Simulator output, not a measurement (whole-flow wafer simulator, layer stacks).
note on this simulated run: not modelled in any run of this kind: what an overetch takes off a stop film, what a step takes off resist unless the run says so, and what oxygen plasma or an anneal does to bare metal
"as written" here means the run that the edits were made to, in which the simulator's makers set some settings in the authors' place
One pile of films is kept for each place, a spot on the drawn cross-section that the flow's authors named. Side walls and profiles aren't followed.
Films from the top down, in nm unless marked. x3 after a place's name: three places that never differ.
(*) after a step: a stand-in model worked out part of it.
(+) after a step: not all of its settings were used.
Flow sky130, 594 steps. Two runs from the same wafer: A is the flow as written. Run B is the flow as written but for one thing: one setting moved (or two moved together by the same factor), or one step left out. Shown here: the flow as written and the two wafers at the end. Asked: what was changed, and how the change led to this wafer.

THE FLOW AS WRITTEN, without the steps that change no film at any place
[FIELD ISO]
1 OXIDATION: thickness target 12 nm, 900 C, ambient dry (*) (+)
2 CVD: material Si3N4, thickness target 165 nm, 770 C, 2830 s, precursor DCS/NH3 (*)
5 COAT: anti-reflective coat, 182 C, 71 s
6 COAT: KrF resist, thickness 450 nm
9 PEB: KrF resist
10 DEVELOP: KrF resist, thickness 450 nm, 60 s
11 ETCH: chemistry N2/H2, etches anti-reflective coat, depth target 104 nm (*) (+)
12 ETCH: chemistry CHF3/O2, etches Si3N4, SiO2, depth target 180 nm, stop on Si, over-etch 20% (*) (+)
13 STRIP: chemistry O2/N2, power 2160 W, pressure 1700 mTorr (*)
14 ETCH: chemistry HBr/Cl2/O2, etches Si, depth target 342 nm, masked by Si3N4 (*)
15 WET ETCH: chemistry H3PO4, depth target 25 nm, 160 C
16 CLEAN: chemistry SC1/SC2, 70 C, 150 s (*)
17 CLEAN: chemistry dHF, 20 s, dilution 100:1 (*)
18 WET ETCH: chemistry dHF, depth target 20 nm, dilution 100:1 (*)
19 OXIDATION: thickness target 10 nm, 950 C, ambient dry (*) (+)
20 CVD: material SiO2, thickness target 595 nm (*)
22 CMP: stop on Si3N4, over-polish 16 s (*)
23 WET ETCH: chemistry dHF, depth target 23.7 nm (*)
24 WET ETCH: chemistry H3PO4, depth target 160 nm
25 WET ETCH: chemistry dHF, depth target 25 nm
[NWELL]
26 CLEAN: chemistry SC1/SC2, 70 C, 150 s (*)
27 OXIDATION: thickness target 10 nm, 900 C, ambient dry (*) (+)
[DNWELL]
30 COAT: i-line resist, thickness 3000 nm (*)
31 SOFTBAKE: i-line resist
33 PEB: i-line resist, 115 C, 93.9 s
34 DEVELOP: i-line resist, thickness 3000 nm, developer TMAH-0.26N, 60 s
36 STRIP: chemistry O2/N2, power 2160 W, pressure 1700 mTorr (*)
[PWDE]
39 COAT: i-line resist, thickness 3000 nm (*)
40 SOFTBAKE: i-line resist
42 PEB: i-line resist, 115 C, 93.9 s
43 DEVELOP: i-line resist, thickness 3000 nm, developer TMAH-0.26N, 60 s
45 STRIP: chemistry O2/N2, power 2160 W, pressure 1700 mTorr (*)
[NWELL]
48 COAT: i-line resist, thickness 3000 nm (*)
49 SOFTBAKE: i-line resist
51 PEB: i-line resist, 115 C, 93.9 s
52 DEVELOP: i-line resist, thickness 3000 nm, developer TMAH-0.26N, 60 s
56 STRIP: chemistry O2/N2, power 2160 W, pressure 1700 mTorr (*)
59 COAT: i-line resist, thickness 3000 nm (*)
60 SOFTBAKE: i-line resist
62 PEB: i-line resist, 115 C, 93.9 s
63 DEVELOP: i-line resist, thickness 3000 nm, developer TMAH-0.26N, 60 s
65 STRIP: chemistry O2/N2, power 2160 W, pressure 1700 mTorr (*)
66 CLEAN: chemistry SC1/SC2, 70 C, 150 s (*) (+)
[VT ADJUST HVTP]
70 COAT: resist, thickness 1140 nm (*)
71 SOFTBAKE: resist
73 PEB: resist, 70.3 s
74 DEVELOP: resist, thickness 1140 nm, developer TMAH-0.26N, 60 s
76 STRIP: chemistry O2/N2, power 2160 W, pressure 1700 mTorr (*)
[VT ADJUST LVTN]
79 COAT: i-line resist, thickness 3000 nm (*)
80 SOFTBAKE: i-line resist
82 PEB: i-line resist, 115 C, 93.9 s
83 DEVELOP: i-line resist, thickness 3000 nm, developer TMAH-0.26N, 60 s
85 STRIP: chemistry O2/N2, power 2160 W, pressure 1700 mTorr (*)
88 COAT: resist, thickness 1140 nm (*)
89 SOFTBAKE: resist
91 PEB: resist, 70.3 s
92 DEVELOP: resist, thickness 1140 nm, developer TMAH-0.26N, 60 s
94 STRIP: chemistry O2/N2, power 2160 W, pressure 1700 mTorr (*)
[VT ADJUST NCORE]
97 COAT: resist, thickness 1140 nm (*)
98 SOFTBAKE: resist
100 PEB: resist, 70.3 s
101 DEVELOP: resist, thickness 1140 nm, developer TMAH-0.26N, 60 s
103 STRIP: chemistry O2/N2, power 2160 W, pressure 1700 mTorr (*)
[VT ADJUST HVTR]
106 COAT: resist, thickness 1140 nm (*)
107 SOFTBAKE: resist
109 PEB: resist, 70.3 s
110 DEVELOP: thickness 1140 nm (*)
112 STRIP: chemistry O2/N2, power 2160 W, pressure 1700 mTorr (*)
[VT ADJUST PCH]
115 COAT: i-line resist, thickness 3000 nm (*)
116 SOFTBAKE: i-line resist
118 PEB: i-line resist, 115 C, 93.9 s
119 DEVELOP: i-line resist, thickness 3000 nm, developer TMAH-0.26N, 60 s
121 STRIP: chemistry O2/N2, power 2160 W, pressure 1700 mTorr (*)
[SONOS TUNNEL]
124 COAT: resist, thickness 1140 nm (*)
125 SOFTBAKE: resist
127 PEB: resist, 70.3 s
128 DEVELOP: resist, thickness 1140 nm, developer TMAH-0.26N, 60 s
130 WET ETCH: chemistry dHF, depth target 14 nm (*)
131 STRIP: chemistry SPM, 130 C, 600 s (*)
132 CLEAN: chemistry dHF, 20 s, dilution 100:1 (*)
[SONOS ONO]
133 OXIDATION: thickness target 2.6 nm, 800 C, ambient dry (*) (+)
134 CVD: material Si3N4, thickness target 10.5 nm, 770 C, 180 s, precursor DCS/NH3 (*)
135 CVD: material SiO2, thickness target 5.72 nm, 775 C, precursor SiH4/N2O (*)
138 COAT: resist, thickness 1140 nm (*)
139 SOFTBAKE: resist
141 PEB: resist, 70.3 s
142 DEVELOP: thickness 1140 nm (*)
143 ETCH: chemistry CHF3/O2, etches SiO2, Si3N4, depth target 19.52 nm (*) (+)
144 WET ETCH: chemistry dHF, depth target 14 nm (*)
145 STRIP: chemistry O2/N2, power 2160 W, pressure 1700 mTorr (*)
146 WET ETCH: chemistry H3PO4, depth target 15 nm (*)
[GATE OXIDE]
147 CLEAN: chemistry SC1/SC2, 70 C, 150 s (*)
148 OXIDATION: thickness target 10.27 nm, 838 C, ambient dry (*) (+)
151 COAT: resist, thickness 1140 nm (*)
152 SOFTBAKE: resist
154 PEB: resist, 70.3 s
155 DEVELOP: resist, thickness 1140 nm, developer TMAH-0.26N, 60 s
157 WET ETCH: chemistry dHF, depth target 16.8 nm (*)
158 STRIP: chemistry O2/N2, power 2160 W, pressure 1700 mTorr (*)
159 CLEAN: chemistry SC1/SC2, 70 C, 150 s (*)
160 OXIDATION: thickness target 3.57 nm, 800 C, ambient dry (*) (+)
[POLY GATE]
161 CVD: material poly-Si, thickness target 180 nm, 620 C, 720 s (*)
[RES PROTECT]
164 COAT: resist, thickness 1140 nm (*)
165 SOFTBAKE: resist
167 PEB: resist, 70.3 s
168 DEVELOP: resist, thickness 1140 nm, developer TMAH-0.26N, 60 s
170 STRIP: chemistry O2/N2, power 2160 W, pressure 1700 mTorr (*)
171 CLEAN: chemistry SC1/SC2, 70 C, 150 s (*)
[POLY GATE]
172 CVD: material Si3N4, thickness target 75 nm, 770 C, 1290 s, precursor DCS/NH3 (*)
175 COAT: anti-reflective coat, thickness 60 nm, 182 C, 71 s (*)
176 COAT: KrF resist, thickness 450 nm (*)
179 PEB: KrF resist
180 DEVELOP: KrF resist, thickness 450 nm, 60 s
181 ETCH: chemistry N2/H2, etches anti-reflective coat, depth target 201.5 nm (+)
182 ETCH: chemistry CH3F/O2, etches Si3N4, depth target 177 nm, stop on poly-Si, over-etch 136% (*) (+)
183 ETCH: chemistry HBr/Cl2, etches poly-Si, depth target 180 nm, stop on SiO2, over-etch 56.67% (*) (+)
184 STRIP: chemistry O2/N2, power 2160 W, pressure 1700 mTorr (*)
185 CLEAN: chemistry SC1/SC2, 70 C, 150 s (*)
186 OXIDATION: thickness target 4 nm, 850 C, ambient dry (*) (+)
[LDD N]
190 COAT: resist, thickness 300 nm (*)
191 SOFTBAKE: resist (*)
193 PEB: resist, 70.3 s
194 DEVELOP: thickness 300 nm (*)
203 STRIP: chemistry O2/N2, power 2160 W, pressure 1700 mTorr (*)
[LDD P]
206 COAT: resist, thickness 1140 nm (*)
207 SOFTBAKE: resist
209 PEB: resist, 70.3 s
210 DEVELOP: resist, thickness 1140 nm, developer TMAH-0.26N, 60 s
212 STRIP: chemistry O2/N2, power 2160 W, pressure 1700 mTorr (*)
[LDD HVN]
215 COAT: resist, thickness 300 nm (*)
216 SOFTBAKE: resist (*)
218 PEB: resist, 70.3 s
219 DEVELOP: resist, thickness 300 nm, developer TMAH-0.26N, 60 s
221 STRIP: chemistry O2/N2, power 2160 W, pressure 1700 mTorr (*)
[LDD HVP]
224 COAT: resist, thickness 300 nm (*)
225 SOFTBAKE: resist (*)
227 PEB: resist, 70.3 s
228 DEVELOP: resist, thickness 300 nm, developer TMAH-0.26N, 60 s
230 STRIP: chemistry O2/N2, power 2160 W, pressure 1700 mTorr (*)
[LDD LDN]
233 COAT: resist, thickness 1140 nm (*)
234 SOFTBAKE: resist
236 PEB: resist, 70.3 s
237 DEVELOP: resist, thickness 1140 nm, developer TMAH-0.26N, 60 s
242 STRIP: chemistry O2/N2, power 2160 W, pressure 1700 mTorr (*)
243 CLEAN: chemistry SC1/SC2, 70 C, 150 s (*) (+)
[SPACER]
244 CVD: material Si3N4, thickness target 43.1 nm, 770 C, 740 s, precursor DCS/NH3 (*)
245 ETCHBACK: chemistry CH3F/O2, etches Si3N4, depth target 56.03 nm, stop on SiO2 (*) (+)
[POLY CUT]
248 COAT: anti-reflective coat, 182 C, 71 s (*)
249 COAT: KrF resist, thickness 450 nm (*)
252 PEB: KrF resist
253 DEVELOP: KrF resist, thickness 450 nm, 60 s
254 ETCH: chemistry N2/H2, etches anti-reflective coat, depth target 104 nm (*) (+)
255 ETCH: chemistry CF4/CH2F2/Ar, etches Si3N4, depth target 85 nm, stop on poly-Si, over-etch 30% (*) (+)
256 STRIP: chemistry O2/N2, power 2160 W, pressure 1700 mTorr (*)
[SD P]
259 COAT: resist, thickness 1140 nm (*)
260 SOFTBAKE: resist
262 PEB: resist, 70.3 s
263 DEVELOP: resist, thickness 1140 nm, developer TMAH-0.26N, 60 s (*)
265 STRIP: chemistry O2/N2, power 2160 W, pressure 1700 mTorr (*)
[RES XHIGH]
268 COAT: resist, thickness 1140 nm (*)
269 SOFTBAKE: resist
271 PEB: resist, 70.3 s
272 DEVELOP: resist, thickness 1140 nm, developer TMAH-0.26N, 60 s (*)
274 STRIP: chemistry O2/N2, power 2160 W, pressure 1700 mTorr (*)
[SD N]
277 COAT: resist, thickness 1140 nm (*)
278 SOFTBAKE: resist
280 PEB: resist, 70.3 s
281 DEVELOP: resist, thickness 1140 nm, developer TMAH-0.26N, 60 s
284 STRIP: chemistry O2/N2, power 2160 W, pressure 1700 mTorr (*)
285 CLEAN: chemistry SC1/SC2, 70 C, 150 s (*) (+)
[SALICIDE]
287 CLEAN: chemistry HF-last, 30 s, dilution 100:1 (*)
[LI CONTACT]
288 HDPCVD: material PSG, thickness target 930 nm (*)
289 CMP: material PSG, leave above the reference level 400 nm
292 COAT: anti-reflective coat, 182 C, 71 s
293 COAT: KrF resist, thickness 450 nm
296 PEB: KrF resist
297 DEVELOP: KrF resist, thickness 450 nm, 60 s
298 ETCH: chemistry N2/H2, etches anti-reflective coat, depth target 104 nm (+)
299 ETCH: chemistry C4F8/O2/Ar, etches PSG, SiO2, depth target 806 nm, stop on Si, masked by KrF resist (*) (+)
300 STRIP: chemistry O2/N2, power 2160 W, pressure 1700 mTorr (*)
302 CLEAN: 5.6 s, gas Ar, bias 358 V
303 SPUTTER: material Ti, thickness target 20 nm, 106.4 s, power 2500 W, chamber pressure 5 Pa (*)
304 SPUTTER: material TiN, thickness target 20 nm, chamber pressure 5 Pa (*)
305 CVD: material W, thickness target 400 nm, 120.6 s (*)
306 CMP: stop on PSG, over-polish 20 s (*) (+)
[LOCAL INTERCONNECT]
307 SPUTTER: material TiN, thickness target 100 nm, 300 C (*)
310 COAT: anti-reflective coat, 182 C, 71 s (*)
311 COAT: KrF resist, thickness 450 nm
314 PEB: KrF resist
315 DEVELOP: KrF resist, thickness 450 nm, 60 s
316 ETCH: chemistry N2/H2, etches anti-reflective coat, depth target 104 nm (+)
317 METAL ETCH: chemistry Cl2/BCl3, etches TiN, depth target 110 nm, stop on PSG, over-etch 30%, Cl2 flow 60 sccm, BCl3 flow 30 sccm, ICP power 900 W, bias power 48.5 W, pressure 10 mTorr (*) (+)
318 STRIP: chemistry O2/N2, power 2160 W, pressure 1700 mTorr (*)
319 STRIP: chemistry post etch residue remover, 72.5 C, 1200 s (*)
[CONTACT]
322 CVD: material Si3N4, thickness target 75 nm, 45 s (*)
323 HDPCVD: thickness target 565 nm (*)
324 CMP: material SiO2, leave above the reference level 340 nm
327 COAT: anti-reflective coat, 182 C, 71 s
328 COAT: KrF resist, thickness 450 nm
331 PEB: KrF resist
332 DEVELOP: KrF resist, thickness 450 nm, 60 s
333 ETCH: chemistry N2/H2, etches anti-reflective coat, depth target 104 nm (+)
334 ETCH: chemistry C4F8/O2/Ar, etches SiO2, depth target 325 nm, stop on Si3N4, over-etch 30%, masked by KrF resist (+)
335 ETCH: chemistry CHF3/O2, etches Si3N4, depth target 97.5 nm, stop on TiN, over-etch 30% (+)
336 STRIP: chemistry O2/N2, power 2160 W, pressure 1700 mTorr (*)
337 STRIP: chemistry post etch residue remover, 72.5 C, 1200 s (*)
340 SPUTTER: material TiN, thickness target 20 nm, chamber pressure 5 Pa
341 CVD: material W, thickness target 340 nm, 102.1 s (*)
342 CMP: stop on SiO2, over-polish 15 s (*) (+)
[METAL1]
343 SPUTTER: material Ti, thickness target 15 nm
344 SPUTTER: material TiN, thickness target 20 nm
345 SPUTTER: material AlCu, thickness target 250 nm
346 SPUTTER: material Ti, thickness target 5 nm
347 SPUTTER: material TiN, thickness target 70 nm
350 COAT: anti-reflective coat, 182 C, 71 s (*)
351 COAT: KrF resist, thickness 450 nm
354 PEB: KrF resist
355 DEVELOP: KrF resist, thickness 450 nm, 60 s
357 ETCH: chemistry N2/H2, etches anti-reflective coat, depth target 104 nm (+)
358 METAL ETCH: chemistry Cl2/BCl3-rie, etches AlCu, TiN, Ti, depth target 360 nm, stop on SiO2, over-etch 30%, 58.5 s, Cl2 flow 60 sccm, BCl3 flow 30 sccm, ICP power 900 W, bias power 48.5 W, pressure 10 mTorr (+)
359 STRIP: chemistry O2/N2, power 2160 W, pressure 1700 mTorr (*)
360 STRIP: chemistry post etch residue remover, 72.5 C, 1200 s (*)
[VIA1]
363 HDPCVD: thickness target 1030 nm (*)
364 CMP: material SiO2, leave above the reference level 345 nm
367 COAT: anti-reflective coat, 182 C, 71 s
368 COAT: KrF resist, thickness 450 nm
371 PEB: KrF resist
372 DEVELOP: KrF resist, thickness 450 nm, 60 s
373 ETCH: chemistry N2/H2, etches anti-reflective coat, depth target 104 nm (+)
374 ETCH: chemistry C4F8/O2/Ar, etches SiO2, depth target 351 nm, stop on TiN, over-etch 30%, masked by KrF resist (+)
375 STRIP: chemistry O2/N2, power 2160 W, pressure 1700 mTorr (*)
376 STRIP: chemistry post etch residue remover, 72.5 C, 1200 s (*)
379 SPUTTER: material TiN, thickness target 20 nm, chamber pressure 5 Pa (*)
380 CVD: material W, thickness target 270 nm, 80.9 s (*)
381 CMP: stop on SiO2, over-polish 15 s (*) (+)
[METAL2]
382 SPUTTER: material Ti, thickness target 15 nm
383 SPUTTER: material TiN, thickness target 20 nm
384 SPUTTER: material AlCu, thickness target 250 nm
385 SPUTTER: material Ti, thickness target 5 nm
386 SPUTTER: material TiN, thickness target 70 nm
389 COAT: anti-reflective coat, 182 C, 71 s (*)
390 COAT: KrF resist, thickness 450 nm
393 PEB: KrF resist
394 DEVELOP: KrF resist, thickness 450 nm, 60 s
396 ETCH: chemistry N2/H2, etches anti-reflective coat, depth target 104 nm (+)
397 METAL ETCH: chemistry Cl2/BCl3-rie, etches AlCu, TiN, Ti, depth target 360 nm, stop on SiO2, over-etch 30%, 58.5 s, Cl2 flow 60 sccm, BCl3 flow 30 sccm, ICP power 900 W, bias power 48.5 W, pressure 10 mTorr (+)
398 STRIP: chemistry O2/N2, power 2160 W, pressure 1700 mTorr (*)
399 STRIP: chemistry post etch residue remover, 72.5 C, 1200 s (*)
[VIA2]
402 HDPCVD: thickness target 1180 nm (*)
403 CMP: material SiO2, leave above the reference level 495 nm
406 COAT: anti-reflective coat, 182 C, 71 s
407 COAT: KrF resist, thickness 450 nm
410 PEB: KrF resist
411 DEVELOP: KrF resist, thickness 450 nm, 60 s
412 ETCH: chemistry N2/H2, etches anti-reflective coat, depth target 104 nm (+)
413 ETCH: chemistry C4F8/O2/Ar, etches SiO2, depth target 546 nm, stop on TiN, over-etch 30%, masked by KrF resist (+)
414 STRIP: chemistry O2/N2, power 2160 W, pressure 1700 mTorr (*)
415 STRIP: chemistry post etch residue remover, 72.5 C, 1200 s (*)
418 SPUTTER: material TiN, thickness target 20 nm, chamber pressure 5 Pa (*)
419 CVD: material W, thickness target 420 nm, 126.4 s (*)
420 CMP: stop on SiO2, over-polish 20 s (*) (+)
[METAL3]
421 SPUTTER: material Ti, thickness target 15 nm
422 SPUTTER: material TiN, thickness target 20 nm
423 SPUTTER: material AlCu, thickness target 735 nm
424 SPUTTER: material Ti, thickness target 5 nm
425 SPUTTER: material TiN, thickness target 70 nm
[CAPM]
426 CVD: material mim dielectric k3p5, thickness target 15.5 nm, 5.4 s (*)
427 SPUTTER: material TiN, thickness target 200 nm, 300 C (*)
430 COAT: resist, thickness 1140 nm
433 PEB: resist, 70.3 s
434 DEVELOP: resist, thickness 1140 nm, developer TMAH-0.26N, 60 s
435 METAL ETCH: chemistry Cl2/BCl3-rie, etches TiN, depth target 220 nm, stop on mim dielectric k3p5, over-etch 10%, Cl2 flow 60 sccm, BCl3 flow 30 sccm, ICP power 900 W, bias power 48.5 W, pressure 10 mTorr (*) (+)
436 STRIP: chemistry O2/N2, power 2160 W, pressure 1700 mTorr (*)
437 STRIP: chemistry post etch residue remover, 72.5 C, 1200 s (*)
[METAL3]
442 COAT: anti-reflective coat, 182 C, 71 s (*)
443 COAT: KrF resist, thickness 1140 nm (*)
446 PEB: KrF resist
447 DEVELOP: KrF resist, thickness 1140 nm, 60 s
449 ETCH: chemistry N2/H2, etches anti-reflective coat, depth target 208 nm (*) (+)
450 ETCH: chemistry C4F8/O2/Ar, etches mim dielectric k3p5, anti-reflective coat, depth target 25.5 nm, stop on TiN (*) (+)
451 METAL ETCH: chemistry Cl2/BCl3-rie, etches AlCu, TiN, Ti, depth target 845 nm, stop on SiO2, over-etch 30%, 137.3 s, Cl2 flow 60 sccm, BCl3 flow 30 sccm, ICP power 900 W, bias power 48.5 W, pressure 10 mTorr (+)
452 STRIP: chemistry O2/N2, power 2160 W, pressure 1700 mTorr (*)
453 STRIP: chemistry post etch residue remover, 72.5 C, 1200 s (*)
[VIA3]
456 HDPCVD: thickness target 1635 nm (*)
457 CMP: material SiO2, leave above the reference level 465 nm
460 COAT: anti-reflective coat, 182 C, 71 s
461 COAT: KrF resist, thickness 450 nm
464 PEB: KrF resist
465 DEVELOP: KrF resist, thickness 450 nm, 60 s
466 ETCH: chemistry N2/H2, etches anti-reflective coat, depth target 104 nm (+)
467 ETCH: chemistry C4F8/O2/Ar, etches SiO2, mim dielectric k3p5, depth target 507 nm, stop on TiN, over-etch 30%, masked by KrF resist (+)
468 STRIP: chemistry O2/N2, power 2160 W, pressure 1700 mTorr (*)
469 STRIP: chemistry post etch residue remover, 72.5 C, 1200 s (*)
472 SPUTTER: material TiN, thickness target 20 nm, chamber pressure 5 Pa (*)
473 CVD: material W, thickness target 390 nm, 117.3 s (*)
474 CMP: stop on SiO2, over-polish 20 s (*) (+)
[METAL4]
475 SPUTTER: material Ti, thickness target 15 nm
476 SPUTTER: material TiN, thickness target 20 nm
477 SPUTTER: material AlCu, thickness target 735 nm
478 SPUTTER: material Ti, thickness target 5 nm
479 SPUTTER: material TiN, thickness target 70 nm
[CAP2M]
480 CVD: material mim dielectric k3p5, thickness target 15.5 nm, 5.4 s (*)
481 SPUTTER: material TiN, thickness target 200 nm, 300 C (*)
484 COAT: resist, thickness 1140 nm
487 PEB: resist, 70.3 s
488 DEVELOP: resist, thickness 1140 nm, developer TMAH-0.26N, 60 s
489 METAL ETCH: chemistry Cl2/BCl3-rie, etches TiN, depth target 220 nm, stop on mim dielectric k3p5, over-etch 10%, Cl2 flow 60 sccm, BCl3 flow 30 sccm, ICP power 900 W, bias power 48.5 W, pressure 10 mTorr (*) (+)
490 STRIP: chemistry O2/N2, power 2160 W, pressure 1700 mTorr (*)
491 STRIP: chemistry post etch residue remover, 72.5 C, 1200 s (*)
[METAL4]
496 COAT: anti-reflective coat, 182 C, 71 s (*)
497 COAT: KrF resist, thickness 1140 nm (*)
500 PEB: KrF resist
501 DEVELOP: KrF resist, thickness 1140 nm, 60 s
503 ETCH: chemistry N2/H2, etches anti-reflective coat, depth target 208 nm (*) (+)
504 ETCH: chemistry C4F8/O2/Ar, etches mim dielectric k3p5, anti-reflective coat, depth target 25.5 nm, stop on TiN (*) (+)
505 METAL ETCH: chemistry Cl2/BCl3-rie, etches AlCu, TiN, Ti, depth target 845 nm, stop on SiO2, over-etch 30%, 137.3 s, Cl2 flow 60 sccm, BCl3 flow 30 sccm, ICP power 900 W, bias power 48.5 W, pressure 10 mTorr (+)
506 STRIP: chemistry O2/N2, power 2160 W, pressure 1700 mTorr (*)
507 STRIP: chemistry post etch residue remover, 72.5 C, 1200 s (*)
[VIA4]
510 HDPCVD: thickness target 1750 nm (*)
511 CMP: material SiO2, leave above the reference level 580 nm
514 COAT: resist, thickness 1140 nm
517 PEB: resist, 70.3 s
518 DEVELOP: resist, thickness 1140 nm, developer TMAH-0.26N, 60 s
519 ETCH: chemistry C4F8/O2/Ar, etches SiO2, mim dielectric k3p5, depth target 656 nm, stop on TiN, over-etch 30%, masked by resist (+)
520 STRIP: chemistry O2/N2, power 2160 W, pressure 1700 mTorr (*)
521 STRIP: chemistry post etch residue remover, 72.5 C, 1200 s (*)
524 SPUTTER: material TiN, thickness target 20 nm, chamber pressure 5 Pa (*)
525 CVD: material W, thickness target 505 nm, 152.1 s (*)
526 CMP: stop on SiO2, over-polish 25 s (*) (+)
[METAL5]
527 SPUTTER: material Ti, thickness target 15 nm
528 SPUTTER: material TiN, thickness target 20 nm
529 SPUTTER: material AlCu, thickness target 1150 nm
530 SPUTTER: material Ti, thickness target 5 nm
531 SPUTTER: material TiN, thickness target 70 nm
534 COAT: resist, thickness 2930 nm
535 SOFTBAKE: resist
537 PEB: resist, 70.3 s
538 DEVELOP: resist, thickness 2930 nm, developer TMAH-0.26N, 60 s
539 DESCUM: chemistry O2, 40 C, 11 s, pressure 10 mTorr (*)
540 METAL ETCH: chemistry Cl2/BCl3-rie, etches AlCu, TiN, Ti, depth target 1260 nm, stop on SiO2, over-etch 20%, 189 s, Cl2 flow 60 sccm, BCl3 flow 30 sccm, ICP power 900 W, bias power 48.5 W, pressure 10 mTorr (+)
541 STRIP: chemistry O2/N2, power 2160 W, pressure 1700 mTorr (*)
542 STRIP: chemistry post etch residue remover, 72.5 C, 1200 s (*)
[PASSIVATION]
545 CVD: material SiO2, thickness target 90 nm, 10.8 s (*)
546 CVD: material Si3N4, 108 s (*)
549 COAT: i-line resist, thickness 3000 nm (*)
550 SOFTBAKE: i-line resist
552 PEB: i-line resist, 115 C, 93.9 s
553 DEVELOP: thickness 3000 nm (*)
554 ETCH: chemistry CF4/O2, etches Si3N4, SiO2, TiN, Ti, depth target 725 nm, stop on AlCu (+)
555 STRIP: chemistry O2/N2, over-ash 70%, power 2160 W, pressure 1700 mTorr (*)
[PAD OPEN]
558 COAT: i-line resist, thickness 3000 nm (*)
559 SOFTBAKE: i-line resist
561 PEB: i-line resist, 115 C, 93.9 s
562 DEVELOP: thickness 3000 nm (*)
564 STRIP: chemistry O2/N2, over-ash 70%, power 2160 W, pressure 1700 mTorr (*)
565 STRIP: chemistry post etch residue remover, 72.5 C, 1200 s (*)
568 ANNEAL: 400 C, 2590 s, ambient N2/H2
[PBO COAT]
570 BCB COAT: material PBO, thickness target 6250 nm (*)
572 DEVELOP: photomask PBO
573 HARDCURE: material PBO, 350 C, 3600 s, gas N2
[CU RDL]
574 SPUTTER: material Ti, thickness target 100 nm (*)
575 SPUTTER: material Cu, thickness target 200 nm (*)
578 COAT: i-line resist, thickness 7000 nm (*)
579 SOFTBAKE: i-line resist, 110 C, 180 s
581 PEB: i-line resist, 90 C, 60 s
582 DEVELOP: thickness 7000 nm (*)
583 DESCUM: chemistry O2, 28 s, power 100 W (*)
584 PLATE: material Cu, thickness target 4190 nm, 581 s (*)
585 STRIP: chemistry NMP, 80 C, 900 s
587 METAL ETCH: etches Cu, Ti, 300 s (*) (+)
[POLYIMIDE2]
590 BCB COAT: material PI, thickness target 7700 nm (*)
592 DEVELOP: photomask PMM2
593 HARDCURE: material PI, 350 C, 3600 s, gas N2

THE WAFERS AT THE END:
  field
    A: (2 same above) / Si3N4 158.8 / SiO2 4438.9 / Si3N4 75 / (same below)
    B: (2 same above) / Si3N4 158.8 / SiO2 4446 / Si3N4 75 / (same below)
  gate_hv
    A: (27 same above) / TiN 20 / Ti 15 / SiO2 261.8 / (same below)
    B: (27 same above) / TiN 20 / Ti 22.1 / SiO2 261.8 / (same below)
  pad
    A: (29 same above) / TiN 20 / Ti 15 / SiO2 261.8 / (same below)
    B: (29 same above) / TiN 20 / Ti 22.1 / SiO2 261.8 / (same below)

The cause: step 343, SPUTTER: thickness target 22.1 nm was run, where the flow has thickness target 15 nm.
It can be read off the wafer: gate_hv has Ti 22.1, and step 343 as written asks for 15 nm.

How the change led to this, step by step:
  343 SPUTTER: material Ti, thickness target 15 nm
      field, active, n_well and 188 more: A Ti +15 (new film) | B Ti +22.1 (new film)
  358 METAL ETCH: chemistry Cl2/BCl3-rie, etches AlCu, TiN, Ti, depth target 360 nm, stop on SiO2, over-etch 30%, 58.5 s, Cl2 flow 60 sccm, BCl3 flow 30 sccm, ICP power 900 W, bias power 48.5 W, pressure 10 mTorr (+)
      field, active, gate and 81 more: A TiN -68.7 (all of it), Ti -5 (all of it), AlCu -250 (all of it), TiN -20 (all of it), Ti -15 (all of it), SiO2 -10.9 | B TiN -68.7 (all of it), Ti -5 (all of it), AlCu -250 (all of it), TiN -20 (all of it), Ti -22.1 (all of it), SiO2 -10.2
